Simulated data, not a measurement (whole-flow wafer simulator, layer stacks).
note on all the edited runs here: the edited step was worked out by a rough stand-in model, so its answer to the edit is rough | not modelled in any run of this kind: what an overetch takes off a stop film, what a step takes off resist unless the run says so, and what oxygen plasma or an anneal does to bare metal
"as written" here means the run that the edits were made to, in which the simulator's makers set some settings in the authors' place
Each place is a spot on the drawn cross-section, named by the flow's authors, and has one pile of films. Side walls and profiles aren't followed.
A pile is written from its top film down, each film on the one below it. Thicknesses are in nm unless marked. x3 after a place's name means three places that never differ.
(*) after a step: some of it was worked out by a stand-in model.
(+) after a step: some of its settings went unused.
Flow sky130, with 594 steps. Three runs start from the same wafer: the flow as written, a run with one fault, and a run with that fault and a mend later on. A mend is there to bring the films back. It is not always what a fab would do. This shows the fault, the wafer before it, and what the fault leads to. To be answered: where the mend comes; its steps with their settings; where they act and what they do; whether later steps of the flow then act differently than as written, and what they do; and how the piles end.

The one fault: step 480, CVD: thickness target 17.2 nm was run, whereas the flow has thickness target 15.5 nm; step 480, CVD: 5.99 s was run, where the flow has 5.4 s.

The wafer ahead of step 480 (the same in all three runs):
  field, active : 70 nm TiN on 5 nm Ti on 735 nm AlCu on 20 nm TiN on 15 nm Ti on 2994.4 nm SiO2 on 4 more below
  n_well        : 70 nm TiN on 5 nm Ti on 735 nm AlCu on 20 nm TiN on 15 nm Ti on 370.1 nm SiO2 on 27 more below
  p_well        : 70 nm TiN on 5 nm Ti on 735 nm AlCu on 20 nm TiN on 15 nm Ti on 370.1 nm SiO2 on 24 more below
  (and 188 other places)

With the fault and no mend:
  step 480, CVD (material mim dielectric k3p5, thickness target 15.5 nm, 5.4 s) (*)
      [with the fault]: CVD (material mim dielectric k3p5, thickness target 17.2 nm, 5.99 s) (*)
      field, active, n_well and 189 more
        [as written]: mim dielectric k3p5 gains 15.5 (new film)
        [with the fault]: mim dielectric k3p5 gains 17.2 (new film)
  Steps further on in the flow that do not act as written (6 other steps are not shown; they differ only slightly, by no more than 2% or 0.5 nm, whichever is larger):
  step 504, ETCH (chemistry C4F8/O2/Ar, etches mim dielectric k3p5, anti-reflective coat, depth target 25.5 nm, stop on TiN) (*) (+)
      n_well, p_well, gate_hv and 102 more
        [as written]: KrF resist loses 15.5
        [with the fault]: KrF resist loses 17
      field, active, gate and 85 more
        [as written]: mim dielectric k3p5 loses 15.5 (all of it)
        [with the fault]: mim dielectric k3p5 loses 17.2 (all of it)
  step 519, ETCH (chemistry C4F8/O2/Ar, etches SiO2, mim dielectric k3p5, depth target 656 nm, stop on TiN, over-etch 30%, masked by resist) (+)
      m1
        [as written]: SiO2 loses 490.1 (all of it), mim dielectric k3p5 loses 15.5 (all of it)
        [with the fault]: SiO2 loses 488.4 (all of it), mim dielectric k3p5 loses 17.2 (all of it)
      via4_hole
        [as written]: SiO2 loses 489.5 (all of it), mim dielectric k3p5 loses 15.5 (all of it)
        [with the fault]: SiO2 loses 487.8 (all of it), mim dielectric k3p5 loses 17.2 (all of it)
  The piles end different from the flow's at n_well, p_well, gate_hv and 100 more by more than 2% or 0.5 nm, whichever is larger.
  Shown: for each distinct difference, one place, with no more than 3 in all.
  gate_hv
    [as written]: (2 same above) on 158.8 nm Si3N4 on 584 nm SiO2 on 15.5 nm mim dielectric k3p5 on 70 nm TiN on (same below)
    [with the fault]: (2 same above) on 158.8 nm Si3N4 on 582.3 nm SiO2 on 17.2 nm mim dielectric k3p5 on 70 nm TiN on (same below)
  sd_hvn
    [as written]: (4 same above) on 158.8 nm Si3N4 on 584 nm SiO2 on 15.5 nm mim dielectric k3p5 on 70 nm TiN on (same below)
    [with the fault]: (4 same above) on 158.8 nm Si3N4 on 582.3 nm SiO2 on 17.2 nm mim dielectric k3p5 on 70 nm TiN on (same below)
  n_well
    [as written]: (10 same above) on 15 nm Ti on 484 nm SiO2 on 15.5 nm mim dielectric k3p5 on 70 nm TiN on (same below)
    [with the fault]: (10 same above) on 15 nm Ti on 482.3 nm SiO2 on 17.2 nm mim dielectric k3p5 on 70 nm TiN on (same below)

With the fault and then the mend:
  The mend stands after step 480.
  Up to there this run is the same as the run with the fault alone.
  step 480a, ETCH (chemistry C4F8/O2/Ar, etches mim dielectric k3p5, anti-reflective coat, depth target 1.7 nm) (*) (the flow's step 450, run once more with other settings)
      field, active, n_well and 189 more
        mim dielectric k3p5 loses 1.7
  None of the later steps of the flow acts differently than as written at any place that is followed.
  The piles end the same as the flow's at every place that both follow.
